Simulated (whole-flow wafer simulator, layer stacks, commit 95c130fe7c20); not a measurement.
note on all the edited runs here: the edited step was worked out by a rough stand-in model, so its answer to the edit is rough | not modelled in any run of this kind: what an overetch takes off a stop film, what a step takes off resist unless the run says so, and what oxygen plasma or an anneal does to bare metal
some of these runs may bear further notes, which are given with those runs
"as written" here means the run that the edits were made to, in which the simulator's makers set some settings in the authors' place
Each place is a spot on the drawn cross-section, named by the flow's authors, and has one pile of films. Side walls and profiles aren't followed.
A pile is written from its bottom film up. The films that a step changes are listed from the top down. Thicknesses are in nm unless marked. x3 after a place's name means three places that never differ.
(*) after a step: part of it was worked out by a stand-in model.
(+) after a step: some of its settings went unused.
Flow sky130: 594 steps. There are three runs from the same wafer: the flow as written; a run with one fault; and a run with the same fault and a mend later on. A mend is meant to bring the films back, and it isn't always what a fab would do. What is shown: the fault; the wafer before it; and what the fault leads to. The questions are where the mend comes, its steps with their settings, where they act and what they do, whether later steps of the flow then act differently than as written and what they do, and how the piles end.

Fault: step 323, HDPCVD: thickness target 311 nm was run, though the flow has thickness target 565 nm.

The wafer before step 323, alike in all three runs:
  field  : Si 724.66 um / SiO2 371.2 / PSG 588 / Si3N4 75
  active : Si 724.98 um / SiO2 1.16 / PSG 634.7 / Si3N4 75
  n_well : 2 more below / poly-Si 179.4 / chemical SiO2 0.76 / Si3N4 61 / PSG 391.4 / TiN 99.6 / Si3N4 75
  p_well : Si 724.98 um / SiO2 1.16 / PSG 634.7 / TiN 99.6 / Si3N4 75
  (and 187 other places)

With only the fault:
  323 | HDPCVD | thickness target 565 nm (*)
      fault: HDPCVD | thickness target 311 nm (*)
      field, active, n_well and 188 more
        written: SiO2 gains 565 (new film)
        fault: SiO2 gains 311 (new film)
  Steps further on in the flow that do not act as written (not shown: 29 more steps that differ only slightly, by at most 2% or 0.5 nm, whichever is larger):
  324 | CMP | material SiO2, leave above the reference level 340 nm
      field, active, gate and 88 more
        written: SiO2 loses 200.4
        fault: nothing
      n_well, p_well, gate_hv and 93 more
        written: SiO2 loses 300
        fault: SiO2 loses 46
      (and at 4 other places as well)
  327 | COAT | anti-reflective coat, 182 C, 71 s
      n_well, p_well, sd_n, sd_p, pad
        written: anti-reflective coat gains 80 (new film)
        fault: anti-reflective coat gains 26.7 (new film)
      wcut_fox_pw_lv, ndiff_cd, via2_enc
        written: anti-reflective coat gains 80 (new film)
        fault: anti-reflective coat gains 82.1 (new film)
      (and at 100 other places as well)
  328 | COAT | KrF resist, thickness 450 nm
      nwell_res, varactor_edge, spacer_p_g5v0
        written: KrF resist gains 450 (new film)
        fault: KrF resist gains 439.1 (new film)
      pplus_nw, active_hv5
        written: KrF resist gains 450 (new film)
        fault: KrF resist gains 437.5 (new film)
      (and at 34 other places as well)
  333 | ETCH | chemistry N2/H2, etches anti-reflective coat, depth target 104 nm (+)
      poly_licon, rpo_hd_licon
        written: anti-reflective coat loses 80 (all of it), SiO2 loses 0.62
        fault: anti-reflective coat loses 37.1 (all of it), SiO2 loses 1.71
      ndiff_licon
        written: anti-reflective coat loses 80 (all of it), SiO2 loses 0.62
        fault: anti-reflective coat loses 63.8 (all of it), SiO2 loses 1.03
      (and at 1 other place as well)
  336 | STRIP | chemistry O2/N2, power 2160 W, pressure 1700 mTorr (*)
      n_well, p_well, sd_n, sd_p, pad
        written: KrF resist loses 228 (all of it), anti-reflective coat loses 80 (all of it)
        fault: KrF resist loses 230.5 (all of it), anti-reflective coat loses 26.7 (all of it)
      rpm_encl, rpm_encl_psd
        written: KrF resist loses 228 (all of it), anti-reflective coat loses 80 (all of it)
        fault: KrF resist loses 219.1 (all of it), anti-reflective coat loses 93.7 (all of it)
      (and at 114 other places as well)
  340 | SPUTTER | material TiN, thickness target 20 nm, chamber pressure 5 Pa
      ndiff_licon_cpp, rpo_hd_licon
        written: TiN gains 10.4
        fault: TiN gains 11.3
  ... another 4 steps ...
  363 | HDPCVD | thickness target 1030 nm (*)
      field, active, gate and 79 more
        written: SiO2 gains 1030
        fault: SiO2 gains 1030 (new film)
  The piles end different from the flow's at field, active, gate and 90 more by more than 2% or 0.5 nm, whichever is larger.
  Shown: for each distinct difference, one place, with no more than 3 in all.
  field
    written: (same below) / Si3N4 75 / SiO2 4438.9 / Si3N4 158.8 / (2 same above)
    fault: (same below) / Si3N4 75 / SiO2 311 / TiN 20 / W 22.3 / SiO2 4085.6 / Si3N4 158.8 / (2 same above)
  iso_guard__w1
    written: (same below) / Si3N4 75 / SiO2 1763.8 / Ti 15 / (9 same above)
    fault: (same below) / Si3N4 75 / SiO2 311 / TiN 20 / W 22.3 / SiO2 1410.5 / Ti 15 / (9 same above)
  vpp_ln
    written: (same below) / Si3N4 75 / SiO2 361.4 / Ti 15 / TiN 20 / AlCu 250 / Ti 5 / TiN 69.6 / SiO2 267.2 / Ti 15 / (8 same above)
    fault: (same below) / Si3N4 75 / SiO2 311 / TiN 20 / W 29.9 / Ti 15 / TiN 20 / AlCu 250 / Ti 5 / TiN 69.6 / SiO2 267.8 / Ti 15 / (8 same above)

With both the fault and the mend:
  The mend follows step 323.
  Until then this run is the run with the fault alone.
  323a | HDPCVD | thickness target 254 nm (*) (the flow's step 323 again, with other settings)
      field, active, n_well and 188 more
        SiO2 gains 254
  None of the later steps of the flow acts differently than as written at any place that is followed.
  By the end, the piles equal the flow's at every place that both follow.
